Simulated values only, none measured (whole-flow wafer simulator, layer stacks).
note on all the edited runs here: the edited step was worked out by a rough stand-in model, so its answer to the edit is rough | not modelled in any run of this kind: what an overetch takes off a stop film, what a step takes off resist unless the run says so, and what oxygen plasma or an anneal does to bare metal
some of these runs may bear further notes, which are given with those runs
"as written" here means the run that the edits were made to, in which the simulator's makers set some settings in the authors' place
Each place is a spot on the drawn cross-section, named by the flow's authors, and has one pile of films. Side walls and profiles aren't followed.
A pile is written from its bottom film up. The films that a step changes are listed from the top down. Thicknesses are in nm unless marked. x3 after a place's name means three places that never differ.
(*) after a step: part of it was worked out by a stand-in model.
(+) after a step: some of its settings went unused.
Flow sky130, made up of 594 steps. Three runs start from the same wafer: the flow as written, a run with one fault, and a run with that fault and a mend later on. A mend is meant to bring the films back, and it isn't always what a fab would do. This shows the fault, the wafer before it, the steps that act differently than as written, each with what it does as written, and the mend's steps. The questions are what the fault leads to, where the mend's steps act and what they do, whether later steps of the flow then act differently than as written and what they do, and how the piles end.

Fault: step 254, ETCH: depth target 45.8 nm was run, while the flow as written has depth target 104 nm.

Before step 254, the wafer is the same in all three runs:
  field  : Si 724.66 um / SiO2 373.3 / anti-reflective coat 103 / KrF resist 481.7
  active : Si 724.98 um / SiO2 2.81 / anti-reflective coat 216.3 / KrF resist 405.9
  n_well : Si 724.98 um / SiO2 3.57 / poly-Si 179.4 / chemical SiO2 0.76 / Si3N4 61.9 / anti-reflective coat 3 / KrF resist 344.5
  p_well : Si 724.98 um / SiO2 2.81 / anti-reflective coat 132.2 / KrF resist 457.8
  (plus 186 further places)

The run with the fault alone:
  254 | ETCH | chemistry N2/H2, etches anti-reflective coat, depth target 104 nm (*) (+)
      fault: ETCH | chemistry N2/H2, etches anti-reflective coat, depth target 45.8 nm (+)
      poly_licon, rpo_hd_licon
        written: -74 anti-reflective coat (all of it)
        fault: -45.8 anti-reflective coat
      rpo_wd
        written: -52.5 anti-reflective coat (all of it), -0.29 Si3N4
        fault: -45.8 anti-reflective coat
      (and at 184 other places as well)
  Steps further on in the flow that do not act as written (19 other steps are not shown; they differ only slightly, by no more than 2% or 0.5 nm, whichever is larger):
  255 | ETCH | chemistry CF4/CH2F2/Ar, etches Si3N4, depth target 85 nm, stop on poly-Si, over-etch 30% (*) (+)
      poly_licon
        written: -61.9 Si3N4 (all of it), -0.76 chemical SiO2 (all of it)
        fault: -28.2 anti-reflective coat (all of it), -56.8 Si3N4
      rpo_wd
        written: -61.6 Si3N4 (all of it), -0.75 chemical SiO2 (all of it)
        fault: -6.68 anti-reflective coat (all of it), -61.9 Si3N4 (all of it), -0.75 chemical SiO2 (all of it)
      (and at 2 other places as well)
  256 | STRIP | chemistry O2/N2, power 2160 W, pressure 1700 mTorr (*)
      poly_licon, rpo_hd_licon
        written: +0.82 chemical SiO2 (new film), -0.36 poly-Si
        fault: nothing
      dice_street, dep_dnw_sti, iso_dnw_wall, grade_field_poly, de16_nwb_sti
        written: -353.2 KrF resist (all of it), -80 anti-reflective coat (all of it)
        fault: -369.4 KrF resist (all of it), -80 anti-reflective coat (all of it)
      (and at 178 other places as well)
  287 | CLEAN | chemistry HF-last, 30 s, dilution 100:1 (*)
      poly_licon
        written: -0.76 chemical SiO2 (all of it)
        fault: -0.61 Si3N4
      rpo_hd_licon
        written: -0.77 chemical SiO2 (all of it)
        fault: -0.61 Si3N4
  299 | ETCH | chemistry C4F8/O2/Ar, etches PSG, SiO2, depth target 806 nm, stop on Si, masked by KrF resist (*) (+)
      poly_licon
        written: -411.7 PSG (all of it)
        fault: -405.8 PSG (all of it), -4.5 Si3N4 (all of it), -0.76 chemical SiO2 (all of it)
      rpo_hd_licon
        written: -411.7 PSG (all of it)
        fault: -405.8 PSG (all of it), -4.5 Si3N4 (all of it), -0.75 chemical SiO2 (all of it)
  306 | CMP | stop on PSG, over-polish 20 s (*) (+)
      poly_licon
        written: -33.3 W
        fault: -34 W
  The piles end only slightly different from the flow's at the places that both follow, by no more than 2% or 0.5 nm, whichever is larger.

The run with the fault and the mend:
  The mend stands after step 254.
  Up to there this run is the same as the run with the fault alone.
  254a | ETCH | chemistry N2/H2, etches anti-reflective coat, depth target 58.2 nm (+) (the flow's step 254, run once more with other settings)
      field, active, n_well and 180 more
        -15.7 KrF resist
      rpo_ln, rpo_hd, rxpo_ln
        -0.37 Si3N4
      poly_licon, rpo_hd_licon
        -28.2 anti-reflective coat (all of it)
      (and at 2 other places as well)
  None of the later steps of the flow differs from how it acts as written, at any place that is followed, by more than 2% or 0.5 nm, whichever is larger.
  By the end, the piles equal the flow's at every place that both follow.
